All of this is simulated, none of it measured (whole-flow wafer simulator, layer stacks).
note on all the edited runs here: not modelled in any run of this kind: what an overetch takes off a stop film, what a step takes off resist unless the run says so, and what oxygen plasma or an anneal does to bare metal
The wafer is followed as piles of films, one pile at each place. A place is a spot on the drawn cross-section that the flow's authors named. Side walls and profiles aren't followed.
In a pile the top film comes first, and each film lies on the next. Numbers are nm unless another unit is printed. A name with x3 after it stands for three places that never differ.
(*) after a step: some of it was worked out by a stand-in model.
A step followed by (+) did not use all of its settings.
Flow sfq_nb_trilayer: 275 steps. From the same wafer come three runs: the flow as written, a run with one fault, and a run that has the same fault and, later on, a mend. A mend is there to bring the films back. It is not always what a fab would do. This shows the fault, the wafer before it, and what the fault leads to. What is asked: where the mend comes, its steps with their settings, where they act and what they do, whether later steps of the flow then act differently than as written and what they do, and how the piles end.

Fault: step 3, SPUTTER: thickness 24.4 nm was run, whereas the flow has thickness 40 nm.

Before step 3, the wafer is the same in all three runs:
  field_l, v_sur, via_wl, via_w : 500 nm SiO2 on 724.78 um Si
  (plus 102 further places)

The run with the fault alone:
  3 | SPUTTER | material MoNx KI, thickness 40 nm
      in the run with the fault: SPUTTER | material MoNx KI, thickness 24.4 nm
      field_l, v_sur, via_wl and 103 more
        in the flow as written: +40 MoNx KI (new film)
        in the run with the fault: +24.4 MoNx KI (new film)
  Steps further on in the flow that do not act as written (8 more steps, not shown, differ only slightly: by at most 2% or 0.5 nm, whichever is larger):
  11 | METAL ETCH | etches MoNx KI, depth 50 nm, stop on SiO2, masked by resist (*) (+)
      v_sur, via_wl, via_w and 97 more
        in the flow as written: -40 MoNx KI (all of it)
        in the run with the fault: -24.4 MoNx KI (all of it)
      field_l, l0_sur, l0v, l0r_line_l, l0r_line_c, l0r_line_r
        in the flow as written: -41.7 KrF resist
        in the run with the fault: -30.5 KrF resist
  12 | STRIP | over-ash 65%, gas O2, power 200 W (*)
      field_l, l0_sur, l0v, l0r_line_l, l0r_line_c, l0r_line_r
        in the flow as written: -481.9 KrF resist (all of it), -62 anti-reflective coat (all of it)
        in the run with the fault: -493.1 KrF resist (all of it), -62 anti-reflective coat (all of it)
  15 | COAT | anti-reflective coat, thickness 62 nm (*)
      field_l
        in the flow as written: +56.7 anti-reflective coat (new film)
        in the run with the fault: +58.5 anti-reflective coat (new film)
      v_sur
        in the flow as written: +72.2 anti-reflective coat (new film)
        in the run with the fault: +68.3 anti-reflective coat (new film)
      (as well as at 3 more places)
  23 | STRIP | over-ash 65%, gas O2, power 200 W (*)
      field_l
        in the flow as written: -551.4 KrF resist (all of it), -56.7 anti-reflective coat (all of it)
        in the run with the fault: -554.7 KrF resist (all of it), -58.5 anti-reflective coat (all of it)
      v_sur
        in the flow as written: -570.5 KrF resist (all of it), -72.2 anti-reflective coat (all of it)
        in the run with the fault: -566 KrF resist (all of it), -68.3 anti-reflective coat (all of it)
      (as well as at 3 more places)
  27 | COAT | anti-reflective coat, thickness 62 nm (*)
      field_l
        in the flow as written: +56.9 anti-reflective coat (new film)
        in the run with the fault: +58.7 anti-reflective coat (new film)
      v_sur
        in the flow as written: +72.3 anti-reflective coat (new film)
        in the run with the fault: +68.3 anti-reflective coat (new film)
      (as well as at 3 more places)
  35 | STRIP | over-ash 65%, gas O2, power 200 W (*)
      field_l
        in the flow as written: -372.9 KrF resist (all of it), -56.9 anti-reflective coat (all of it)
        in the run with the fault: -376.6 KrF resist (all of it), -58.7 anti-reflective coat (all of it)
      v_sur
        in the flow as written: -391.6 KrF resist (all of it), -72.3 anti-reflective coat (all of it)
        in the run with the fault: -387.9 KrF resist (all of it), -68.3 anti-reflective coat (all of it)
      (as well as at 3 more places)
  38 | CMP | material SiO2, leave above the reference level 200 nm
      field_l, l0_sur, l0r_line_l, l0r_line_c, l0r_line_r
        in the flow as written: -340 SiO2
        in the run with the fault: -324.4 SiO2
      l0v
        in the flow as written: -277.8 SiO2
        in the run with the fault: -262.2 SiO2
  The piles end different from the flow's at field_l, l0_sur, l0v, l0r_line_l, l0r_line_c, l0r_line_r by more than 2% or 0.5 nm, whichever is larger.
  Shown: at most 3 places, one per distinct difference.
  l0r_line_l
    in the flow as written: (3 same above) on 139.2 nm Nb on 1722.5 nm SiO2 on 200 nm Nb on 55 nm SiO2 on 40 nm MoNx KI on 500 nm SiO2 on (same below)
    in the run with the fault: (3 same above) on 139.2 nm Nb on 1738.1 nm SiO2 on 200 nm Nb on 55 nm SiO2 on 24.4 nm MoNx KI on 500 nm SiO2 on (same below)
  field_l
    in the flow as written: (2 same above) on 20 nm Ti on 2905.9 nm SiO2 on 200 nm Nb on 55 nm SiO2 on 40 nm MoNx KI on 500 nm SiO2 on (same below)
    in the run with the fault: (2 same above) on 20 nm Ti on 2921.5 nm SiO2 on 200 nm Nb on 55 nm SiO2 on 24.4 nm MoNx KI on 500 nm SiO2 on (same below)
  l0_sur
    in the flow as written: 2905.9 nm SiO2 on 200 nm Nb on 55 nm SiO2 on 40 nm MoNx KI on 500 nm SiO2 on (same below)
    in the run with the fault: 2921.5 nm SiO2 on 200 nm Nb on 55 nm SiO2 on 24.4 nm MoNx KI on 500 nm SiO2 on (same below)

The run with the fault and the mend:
  The mend follows step 9.
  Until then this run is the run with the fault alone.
  9a | STRIP | over-ash 65%, gas O2, power 200 W (*)
      v_sur, via_wl, via_w and 97 more
        -62 anti-reflective coat (all of it)
      field_l, l0_sur, l0v, l0r_line_l, l0r_line_c, l0r_line_r
        -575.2 KrF resist (all of it), -62 anti-reflective coat (all of it)
  9b | SPUTTER | material MoNx KI, thickness 15.6 nm (the flow's step 3, run once more with other settings)
      field_l, v_sur, via_wl and 103 more
        +15.6 MoNx KI
  9c | COAT | anti-reflective coat, thickness 62 nm (the flow's step 4, run once more)
      field_l, v_sur, via_wl and 103 more
        +62 anti-reflective coat (new film)
  9d | COAT | KrF resist, thickness 600 nm (the flow's step 5, run once more)
      field_l, v_sur, via_wl and 103 more
        +600 KrF resist (new film)
  9e | SOFTBAKE | KrF resist (the flow's step 6, run once more)
      leaves every film unchanged at each place that is followed
  9f | EXPOSE | photomask L0, dose 11.59 mJ/cm2, NA 0.6, wavelength 248 nm (*) (the flow's step 7, run once more)
      leaves every film unchanged at each place that is followed
  9g | PEB | KrF resist, 90 s (the flow's step 8, run once more)
      field_l, v_sur, via_wl and 103 more
        -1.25 KrF resist
  9h | DEVELOP | KrF resist, thickness 600 nm, 60 s (the flow's step 9, run once more)
      v_sur, via_wl, via_w and 97 more
        -598.7 KrF resist (all of it)
      field_l, l0_sur, l0v, l0r_line_l, l0r_line_c, l0r_line_r
        -23.5 KrF resist
  Later steps of the flow that are run all act as written at every place that is followed.
  By the end, the piles equal the flow's at every place that both follow.
